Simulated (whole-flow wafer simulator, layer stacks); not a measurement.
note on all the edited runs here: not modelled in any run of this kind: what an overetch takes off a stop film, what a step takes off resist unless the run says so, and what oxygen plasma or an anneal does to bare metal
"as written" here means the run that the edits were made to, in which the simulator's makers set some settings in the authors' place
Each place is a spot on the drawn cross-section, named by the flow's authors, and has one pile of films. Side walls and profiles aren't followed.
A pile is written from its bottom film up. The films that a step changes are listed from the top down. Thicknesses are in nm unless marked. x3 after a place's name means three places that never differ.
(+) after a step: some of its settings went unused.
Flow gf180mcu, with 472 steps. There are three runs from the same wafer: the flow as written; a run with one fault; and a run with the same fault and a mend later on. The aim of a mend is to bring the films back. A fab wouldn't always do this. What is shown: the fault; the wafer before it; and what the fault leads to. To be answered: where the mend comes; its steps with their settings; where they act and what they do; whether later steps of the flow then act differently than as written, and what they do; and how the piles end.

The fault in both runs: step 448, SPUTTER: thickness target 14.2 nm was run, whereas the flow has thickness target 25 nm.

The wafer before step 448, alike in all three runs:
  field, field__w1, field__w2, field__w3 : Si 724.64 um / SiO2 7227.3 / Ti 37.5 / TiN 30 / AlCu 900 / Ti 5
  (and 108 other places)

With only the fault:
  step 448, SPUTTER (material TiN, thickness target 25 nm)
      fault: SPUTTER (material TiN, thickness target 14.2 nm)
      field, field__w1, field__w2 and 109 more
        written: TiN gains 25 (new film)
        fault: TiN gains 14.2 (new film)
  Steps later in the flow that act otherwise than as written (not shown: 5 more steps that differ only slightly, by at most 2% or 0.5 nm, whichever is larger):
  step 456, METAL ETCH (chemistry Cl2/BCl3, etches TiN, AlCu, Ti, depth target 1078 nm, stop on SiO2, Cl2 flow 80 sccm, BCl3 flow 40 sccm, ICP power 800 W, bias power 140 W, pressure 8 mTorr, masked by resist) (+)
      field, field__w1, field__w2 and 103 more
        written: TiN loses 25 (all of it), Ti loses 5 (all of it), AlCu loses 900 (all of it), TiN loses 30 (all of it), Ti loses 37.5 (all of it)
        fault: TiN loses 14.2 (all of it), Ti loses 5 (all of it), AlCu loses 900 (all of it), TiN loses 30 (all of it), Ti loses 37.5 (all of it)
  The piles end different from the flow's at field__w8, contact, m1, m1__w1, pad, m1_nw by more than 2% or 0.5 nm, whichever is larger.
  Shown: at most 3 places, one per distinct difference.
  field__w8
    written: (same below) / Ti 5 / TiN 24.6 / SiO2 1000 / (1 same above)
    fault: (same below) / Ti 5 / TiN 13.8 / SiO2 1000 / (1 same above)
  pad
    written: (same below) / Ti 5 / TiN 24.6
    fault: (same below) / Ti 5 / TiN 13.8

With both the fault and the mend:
  The mend stands after step 448.
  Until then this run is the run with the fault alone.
  step 448a, SPUTTER (material TiN, thickness target 10.8 nm) (a further turn of the flow's step 448, with different settings)
      field, field__w1, field__w2 and 109 more
        TiN gains 10.8
  None of the later steps of the flow acts differently than as written at any place that is followed.
  At every place that both follow, the piles at the end match the flow's.
